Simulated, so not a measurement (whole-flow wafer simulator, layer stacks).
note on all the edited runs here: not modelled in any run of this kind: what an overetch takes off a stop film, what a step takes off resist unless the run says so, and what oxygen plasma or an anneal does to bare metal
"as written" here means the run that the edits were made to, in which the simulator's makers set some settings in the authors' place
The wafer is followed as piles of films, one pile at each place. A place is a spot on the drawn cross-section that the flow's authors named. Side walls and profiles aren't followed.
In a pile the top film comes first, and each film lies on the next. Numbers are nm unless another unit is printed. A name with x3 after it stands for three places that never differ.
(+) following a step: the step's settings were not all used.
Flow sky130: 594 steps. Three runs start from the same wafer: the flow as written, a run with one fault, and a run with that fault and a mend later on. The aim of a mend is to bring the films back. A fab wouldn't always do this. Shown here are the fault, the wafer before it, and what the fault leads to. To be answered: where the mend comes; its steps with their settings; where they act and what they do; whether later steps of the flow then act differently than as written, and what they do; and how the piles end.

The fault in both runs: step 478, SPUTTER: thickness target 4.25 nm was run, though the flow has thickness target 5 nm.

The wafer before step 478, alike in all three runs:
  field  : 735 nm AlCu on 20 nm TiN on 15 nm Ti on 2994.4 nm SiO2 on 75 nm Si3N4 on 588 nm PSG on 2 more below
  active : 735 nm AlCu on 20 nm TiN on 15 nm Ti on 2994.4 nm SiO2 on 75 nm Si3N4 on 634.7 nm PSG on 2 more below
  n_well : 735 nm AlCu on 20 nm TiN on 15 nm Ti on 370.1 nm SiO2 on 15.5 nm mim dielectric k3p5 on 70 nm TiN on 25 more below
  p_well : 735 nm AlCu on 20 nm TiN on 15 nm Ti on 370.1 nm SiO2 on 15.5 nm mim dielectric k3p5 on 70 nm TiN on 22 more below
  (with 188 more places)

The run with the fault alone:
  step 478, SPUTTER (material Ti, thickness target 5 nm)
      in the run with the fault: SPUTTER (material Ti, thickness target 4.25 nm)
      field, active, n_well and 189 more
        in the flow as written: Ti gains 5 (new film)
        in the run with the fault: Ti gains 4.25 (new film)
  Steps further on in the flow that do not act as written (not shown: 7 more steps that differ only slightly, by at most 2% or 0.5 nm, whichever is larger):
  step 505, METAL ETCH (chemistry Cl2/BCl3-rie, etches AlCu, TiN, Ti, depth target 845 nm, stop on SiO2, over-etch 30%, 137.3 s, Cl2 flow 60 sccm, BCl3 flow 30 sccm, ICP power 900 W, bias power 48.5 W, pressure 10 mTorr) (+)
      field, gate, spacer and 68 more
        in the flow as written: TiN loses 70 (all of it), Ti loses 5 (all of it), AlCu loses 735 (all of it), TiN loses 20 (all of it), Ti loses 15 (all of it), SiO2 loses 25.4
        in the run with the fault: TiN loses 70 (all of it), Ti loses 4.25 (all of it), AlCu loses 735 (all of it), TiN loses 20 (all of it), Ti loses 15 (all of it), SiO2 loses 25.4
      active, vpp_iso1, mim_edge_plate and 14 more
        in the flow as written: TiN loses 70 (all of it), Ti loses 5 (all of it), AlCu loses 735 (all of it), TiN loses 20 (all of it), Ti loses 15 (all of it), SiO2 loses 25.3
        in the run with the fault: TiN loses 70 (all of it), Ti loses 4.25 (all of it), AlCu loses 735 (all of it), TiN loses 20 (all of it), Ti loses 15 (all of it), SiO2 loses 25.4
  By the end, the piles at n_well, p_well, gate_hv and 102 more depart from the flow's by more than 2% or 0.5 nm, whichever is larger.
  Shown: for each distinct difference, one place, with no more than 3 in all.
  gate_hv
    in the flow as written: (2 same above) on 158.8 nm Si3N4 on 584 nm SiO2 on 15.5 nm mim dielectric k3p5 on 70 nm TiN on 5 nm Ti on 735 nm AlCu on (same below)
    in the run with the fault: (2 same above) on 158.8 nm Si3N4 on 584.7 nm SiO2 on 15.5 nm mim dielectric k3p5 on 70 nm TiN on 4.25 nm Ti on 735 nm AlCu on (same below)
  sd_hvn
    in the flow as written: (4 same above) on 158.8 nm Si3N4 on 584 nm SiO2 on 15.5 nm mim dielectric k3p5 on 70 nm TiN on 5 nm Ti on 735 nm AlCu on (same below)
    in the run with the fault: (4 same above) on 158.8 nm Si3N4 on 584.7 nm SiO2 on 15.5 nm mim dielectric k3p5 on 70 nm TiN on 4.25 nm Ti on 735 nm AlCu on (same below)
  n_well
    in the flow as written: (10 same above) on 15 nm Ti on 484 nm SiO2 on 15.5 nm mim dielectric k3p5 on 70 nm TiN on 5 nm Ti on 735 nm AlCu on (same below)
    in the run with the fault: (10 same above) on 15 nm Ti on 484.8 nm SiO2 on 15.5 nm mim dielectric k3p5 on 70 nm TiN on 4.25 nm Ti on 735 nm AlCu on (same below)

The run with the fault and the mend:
  After step 478 comes the mend.
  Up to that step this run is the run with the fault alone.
  step 478a, SPUTTER (material Ti, thickness target 0.75 nm) (the flow's step 478, run once more with other settings)
      field, active, n_well and 189 more
        Ti gains 0.75
  None of the later steps of the flow acts differently than as written at any place that is followed.
  At every place that both follow, the piles at the end match the flow's.
